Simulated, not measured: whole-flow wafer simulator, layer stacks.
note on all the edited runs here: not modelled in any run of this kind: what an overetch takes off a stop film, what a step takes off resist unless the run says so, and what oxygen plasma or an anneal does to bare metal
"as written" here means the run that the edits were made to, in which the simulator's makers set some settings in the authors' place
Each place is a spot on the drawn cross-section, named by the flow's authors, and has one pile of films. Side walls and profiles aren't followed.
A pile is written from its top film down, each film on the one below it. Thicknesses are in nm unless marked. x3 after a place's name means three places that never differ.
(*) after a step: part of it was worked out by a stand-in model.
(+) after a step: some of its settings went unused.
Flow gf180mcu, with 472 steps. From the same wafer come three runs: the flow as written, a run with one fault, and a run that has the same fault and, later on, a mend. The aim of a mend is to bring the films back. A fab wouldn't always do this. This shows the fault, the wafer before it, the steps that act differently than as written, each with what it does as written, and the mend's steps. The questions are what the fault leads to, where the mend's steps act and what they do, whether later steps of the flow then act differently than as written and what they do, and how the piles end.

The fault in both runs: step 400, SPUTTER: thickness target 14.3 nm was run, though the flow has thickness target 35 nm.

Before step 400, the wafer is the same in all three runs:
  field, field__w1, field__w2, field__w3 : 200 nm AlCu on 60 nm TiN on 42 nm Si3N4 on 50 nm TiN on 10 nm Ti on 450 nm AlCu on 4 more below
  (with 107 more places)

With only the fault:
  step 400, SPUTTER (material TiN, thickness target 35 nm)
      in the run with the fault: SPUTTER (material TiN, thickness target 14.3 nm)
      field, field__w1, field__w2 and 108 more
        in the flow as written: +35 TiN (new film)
        in the run with the fault: +14.3 TiN (new film)
  Steps further on in the flow that do not act as written (not shown: 6 more steps that differ only slightly, by at most 2% or 0.5 nm, whichever is larger):
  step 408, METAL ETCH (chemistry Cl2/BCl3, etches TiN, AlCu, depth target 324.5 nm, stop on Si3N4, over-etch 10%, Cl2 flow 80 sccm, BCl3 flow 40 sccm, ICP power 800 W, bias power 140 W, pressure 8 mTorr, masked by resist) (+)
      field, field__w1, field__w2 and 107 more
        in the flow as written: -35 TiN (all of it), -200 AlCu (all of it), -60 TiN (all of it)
        in the run with the fault: -14.3 TiN (all of it), -200 AlCu (all of it), -60 TiN (all of it)
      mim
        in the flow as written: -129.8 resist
        in the run with the fault: -120.7 resist
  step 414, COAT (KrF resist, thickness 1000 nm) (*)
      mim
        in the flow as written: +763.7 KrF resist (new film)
        in the run with the fault: +779.5 KrF resist (new film)
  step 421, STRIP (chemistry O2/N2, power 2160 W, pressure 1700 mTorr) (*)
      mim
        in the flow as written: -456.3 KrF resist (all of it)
        in the run with the fault: -471.8 KrF resist (all of it)
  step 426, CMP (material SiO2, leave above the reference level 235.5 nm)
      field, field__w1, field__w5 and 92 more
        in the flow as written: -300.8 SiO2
        in the run with the fault: -321.5 SiO2
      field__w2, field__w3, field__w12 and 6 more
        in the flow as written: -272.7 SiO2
        in the run with the fault: -293.4 SiO2
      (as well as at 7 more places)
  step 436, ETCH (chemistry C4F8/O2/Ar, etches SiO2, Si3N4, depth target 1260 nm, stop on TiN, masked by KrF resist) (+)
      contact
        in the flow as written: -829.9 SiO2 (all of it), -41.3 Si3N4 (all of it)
        in the run with the fault: -809.2 SiO2 (all of it), -41.3 Si3N4 (all of it)
  By the end, the piles at field__w8, contact, m1, m1__w1, mim, m1_nw depart from the flow's by more than 2% or 0.5 nm, whichever is larger.
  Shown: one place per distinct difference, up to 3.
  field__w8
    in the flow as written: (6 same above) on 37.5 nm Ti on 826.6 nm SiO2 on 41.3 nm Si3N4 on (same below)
    in the run with the fault: (6 same above) on 37.5 nm Ti on 805.9 nm SiO2 on 41.3 nm Si3N4 on (same below)
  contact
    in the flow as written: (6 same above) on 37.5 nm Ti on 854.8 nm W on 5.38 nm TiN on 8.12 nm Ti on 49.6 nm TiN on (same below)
    in the run with the fault: (6 same above) on 37.5 nm Ti on 833.9 nm W on 5.45 nm TiN on 8.22 nm Ti on 49.6 nm TiN on (same below)
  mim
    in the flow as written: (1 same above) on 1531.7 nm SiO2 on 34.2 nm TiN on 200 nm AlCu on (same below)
    in the run with the fault: (1 same above) on 1531.7 nm SiO2 on 13.5 nm TiN on 200 nm AlCu on (same below)

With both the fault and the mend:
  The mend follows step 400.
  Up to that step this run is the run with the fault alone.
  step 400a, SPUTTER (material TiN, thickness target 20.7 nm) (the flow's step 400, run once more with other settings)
      field, field__w1, field__w2 and 108 more
        +20.7 TiN
  None of the later steps of the flow acts differently than as written at any place that is followed.
  At every place that both follow, the piles at the end match the flow's.
